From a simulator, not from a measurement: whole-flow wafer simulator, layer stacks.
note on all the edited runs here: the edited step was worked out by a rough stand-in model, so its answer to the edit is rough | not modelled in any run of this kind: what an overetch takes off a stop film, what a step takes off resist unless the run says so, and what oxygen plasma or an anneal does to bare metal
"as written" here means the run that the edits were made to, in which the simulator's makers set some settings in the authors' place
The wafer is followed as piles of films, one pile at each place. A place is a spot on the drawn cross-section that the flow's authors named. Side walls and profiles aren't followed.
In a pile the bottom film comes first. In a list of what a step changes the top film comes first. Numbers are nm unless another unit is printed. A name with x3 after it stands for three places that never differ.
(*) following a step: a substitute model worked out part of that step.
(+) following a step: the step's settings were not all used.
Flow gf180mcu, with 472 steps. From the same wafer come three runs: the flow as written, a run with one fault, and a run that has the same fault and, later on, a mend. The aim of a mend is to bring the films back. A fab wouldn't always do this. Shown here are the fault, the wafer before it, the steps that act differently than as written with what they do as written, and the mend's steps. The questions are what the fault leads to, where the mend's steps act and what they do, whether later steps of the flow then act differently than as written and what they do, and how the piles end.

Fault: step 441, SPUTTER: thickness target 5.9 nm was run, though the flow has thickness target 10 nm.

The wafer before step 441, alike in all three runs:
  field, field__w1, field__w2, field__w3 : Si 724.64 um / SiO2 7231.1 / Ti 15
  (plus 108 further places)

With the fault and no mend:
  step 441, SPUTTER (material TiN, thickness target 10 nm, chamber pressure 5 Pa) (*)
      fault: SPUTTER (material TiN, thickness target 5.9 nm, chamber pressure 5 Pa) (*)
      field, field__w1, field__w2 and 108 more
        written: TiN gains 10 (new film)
        fault: TiN gains 5.9 (new film)
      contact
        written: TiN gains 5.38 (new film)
        fault: TiN gains 3.18 (new film)
  Later steps of the flow acting differently than as written (not shown: 1 more step that differs only slightly, by at most 2% or 0.5 nm, whichever is larger):
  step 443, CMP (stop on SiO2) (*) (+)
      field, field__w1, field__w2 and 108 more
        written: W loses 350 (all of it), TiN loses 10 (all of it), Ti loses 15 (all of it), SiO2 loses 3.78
        fault: W loses 350 (all of it), TiN loses 5.9 (all of it), Ti loses 15 (all of it), SiO2 loses 3.74
  The piles end different from the flow's at contact by more than 2% or 0.5 nm, whichever is larger.
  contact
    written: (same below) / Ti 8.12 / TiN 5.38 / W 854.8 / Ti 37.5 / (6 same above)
    fault: (same below) / Ti 8.12 / TiN 3.18 / W 857 / Ti 37.5 / (6 same above)

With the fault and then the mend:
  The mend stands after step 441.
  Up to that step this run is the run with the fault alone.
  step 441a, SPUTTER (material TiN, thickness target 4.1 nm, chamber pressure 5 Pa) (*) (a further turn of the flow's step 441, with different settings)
      field, field__w1, field__w2 and 108 more
        TiN gains 4.1
      contact
        TiN gains 2.2
  None of the later steps of the flow acts differently than as written at any place that is followed.
  By the end, the piles equal the flow's at every place that both follow.
